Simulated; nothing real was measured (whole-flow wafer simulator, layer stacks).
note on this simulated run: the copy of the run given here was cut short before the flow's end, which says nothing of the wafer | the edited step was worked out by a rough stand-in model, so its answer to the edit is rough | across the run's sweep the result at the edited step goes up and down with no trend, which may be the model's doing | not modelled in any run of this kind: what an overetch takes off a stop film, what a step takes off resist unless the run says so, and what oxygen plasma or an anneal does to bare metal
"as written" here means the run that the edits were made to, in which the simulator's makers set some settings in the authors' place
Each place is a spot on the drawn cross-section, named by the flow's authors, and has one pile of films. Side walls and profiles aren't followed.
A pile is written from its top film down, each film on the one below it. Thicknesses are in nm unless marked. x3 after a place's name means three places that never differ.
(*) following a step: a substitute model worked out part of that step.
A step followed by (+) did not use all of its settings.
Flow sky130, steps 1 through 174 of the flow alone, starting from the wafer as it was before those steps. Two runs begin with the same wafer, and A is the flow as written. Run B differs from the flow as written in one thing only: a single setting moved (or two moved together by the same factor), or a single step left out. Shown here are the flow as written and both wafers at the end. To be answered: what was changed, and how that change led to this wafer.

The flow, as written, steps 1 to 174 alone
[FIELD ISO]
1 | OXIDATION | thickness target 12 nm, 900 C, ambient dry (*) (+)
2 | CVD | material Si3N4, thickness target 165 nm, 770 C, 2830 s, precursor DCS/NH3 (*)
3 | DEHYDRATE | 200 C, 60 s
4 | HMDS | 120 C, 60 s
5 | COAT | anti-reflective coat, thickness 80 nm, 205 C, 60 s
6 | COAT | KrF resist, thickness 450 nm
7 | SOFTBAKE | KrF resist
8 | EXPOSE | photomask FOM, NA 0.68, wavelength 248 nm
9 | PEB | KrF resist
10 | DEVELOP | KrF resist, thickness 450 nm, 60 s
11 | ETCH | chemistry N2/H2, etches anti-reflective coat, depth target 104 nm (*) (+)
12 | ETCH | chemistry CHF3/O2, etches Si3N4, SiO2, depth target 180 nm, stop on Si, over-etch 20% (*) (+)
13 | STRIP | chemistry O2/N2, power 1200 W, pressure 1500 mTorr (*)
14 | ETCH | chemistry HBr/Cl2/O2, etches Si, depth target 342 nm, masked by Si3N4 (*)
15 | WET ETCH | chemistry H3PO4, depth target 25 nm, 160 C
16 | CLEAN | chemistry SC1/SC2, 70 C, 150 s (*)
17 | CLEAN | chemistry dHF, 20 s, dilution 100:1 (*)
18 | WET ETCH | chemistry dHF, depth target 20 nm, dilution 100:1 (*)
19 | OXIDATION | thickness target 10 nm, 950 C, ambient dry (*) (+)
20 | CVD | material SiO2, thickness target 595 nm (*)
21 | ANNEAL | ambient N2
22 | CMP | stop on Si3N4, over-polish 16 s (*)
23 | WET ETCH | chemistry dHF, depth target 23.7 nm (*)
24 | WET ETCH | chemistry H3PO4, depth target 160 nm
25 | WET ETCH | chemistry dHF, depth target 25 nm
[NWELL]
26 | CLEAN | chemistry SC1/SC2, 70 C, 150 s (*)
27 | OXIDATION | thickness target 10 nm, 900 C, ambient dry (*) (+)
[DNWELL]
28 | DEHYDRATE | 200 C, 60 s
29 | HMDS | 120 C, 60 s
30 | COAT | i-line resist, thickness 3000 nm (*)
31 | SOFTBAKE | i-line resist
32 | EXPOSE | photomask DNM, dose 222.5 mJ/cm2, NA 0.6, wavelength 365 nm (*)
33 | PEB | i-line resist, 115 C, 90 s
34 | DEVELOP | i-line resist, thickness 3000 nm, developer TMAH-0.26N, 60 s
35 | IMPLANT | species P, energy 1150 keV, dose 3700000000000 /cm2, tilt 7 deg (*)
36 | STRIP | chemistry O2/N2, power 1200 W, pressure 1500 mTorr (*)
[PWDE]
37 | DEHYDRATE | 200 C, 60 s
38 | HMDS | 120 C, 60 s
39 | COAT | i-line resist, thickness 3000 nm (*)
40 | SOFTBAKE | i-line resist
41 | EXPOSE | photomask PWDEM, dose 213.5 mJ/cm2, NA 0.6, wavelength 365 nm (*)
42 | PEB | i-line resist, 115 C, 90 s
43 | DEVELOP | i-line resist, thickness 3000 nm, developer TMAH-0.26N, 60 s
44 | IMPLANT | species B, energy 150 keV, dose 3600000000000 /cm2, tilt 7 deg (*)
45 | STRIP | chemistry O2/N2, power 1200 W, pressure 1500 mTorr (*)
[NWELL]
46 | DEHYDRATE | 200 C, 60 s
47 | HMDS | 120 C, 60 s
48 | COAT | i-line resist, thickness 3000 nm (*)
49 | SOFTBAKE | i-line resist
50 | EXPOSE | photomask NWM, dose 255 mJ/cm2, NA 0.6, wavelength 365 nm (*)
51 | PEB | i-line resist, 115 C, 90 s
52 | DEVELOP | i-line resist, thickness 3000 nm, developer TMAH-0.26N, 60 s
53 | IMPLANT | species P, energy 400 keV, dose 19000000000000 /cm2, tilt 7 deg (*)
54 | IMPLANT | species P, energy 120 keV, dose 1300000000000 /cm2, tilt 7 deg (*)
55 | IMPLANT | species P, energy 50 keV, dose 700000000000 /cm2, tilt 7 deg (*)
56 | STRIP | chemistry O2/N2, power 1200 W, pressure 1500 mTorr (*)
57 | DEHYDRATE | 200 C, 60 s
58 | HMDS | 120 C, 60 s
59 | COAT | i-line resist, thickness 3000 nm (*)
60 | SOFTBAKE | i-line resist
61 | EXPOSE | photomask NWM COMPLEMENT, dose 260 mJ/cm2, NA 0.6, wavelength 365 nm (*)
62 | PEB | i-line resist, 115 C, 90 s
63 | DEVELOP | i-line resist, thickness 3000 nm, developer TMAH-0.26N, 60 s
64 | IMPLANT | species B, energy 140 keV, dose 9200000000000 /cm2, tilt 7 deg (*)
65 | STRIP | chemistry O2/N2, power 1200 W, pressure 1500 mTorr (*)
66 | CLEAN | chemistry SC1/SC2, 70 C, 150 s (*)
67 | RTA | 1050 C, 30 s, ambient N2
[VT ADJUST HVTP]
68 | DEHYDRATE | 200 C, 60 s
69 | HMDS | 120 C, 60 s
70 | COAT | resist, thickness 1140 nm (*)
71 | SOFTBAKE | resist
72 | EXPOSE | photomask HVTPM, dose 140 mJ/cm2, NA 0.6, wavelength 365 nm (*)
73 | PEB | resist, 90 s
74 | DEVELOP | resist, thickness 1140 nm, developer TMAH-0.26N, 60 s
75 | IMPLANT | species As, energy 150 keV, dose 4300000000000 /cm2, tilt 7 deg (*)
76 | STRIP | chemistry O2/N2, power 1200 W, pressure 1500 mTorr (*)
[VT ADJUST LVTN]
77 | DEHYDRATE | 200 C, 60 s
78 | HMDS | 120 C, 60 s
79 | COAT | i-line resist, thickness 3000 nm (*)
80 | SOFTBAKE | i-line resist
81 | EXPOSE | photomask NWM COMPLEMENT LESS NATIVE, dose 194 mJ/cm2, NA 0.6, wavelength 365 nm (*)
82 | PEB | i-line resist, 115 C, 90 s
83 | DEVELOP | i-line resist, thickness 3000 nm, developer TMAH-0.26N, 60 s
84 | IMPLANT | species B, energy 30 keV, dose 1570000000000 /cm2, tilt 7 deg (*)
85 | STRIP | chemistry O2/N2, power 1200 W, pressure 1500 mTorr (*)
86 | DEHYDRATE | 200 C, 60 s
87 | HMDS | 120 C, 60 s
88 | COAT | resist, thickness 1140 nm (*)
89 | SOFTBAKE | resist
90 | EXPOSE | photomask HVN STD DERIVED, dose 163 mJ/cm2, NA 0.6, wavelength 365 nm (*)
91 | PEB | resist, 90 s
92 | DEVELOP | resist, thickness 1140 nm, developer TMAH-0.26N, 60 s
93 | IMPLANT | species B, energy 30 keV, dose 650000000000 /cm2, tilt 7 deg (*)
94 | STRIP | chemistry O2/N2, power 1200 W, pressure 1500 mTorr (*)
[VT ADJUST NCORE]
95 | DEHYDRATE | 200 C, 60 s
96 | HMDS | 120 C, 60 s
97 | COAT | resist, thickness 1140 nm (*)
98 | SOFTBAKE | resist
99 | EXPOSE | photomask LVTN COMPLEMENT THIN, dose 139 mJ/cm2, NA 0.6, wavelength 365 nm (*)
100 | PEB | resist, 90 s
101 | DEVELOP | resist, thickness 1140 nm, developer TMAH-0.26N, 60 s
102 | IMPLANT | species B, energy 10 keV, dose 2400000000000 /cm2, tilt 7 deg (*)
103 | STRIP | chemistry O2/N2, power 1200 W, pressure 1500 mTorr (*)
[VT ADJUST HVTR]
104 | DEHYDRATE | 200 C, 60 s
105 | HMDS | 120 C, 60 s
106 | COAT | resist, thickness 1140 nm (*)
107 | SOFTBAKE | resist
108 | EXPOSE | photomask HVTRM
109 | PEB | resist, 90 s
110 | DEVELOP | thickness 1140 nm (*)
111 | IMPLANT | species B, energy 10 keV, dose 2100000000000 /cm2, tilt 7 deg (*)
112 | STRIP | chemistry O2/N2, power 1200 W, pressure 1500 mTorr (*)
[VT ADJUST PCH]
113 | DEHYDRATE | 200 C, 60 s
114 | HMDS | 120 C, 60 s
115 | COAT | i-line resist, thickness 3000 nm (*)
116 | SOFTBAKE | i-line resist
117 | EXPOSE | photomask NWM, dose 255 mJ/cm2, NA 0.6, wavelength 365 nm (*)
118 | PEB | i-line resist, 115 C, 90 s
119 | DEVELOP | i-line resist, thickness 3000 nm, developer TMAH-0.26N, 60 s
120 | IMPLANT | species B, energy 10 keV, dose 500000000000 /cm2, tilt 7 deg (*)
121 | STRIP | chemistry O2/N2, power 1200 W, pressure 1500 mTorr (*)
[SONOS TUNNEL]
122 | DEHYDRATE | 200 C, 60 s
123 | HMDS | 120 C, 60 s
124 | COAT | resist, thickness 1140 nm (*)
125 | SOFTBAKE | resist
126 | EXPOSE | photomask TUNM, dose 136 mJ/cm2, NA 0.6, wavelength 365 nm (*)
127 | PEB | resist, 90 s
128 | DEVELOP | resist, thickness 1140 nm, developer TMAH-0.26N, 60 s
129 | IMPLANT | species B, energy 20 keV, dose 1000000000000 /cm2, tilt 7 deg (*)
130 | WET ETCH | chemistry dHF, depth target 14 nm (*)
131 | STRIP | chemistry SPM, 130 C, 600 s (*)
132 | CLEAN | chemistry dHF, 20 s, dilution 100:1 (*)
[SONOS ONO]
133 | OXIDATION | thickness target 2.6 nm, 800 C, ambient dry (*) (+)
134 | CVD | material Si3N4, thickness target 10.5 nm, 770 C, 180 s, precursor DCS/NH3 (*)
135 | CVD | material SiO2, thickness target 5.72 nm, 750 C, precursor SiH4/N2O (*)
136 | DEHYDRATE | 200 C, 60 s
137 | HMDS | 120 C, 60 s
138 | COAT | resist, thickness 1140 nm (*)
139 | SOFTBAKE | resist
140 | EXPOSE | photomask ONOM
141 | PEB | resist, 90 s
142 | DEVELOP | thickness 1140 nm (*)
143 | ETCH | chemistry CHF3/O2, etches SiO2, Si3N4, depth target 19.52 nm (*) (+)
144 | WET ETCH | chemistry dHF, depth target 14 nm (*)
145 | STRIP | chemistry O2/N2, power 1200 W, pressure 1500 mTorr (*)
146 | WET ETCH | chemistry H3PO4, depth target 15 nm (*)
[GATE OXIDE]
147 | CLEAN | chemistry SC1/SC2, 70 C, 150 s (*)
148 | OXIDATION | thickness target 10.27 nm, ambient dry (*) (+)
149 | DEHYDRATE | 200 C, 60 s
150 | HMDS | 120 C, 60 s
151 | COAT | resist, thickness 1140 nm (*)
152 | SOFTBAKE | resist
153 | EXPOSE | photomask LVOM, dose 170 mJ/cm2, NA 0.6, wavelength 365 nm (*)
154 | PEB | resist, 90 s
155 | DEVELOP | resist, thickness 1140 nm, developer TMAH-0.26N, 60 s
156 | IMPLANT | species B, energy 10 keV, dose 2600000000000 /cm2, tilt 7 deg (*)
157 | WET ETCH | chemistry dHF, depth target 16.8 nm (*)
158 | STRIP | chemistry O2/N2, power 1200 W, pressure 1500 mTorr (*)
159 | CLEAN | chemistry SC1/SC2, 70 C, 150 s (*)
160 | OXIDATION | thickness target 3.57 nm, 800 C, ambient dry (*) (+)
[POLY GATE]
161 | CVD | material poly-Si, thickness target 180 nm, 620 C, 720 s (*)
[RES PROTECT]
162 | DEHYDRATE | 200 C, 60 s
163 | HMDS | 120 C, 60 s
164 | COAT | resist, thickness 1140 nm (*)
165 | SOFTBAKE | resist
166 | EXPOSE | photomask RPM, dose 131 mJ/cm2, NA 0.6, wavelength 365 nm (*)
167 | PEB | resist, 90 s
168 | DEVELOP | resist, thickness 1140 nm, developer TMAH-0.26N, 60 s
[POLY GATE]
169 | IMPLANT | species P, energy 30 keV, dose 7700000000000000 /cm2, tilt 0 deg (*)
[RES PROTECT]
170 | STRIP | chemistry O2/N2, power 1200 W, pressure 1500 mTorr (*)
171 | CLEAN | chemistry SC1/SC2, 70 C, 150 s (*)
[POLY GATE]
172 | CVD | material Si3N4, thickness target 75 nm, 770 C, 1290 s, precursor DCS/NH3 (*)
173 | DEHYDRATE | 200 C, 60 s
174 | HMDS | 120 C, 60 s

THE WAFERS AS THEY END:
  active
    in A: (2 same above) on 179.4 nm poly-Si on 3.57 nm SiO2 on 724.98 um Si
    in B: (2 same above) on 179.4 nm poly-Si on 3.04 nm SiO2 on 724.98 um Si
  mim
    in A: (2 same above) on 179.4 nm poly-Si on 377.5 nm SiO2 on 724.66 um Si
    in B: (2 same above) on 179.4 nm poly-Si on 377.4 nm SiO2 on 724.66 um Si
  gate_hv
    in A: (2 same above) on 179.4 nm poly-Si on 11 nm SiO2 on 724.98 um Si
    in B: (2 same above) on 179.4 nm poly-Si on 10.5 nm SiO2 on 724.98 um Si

The reason: step 160, OXIDATION: thickness target 3.04 nm was run, whereas the flow has thickness target 3.57 nm.
The wafer lets one read it off: active has SiO2 3.04, and step 160 as written asks for 3.57 nm.

How this came from the change, step by step:
  160 | OXIDATION | thickness target 3.57 nm, 800 C, ambient dry (*) (+)
      active, n_well, p_well x4 and 55 more: A +3.57 SiO2 (new film), -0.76 chemical SiO2 (all of it), -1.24 Si | B +3.04 SiO2 (new film), -0.76 chemical SiO2 (all of it), -1 Si
